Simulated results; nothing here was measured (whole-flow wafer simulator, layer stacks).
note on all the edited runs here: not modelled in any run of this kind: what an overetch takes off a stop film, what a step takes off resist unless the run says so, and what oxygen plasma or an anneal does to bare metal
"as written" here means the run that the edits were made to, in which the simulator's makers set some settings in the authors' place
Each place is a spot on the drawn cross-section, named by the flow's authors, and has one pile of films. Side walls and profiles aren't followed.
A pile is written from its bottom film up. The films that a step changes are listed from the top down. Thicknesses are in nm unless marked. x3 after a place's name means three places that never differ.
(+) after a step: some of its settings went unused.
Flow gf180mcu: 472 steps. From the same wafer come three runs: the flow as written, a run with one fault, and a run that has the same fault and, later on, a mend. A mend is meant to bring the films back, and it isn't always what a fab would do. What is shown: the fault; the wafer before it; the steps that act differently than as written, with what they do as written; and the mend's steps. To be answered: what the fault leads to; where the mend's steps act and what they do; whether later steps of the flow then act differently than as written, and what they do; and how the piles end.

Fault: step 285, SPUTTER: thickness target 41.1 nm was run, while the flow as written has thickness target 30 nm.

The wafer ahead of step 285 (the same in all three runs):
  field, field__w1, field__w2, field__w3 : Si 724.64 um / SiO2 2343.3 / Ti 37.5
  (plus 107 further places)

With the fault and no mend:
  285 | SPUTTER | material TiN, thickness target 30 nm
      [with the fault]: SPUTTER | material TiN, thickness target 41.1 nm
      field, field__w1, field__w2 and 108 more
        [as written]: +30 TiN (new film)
        [with the fault]: +41.1 TiN (new film)
  Steps later in the flow that act otherwise than as written:
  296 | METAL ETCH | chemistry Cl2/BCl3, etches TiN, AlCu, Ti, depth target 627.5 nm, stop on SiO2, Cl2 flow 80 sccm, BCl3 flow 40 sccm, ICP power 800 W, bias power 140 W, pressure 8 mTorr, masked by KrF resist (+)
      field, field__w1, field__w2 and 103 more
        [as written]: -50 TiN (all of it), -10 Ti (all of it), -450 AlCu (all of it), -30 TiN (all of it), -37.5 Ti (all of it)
        [with the fault]: -50 TiN (all of it), -10 Ti (all of it), -450 AlCu (all of it), -41.1 TiN (all of it), -37.5 Ti (all of it)
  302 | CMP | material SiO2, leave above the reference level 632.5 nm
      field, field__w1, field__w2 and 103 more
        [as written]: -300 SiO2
        [with the fault]: -288.9 SiO2
  The piles end different from the flow's at field__w8, contact, m1, m1__w1, m1_nw by more than 2% or 0.5 nm, whichever is larger.
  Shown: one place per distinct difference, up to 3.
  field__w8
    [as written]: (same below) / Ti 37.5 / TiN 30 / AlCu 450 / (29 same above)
    [with the fault]: (same below) / Ti 37.5 / TiN 41.1 / AlCu 450 / (29 same above)
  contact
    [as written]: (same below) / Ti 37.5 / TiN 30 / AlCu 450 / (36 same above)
    [with the fault]: (same below) / Ti 37.5 / TiN 41.1 / AlCu 450 / (36 same above)

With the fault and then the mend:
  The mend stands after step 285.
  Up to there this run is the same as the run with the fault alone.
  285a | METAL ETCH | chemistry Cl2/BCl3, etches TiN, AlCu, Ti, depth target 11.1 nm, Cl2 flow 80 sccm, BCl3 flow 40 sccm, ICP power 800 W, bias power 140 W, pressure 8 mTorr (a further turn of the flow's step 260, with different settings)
      field, field__w1, field__w2 and 108 more
        -11.1 TiN
  Later steps of the flow that are run all act as written at every place that is followed.
  The piles end the same as the flow's at every place that both follow.
